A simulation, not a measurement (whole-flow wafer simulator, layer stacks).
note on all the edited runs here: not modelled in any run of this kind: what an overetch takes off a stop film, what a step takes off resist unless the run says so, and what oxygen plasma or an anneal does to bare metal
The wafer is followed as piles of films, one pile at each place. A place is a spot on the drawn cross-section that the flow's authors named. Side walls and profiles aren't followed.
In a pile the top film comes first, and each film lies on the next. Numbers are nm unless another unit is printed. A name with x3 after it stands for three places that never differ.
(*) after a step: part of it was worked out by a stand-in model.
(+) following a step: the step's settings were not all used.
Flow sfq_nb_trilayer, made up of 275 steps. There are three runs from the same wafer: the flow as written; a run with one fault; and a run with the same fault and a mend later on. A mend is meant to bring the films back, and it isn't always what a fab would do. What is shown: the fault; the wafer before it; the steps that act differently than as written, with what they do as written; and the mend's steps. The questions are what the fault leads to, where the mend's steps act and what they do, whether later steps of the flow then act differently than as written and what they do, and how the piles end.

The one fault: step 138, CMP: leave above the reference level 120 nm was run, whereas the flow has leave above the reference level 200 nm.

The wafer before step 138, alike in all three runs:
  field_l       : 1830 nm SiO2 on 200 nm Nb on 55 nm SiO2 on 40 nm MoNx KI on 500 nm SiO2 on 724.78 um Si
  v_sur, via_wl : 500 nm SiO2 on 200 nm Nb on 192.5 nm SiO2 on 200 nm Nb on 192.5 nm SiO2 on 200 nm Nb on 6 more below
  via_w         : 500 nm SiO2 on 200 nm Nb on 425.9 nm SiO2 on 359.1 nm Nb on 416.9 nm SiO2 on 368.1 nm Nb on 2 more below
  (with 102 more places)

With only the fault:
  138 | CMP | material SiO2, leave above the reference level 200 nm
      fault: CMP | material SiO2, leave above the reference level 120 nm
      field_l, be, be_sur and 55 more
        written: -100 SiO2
        fault: -180 SiO2
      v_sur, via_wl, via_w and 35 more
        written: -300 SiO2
        fault: -380 SiO2
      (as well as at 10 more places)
  Later steps of the flow acting differently than as written (4 more steps, not shown, differ only slightly: by at most 2% or 0.5 nm, whichever is larger):
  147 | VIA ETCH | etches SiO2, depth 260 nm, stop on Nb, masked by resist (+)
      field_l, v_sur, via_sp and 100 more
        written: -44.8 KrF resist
        fault: -31 KrF resist
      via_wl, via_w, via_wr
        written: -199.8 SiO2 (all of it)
        fault: -119.8 SiO2 (all of it)
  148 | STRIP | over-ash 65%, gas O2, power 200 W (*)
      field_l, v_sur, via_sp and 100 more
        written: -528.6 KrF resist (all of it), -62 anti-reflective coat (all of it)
        fault: -542.4 KrF resist (all of it), -62 anti-reflective coat (all of it)
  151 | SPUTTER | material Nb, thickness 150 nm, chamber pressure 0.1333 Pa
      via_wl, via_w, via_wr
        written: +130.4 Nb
        fault: +139.8 Nb
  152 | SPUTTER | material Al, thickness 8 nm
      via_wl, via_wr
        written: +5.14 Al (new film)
        fault: +6.09 Al (new film)
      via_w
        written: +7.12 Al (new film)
        fault: +7.81 Al (new film)
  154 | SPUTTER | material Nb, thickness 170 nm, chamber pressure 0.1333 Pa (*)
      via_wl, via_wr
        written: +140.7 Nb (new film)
        fault: +124.9 Nb (new film)
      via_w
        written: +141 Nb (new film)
        fault: +166.4 Nb (new film)
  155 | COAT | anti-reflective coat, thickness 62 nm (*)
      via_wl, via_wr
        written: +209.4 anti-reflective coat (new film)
        fault: +180.5 anti-reflective coat (new film)
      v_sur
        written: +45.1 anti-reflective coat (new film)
        fault: +49 anti-reflective coat (new film)
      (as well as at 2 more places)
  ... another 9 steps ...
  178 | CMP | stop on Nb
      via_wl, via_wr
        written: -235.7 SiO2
        fault: -324.8 SiO2
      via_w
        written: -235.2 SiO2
        fault: -324.4 SiO2
  At field_l, v_sur, via_wl and 103 more, the piles at the end differ from the flow's by more than 2% or 0.5 nm, whichever is larger.
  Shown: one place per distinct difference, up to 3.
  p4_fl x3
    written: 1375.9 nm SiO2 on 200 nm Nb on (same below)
    fault: 1295.9 nm SiO2 on 200 nm Nb on (same below)
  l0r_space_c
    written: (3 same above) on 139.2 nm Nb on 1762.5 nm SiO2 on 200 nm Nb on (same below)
    fault: (3 same above) on 139.2 nm Nb on 1682.5 nm SiO2 on 200 nm Nb on (same below)
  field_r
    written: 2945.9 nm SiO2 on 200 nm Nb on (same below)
    fault: 2865.9 nm SiO2 on 200 nm Nb on (same below)

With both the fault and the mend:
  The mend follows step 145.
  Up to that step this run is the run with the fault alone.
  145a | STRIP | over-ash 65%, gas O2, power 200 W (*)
      field_l, v_sur, via_sp and 100 more
        -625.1 KrF resist (all of it), -62 anti-reflective coat (all of it)
      via_wl, via_w, via_wr
        -62 anti-reflective coat (all of it)
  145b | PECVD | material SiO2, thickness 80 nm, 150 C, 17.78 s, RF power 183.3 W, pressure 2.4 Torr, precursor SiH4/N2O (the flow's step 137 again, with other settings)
      field_l, v_sur, via_wl and 103 more
        +80 SiO2
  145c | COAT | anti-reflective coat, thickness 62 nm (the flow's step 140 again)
      field_l, v_sur, via_wl and 103 more
        +62 anti-reflective coat (new film)
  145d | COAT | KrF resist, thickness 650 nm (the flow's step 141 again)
      field_l, v_sur, via_wl and 103 more
        +650 KrF resist (new film)
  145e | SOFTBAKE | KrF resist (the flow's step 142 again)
      alters no film at any place that is followed
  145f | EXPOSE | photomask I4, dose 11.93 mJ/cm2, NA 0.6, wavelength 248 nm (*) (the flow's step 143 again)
      alters no film at any place that is followed
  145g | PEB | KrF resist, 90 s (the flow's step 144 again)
      field_l, v_sur, via_wl and 103 more
        -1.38 KrF resist
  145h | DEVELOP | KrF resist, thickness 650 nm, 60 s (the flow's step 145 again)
      field_l, v_sur, via_sp and 100 more
        -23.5 KrF resist
      via_wl, via_w, via_wr
        -648.6 KrF resist (all of it)
  Every later step of the flow that is run acts as written at every place that is followed.
  At every place that both follow, the piles at the end match the flow's.
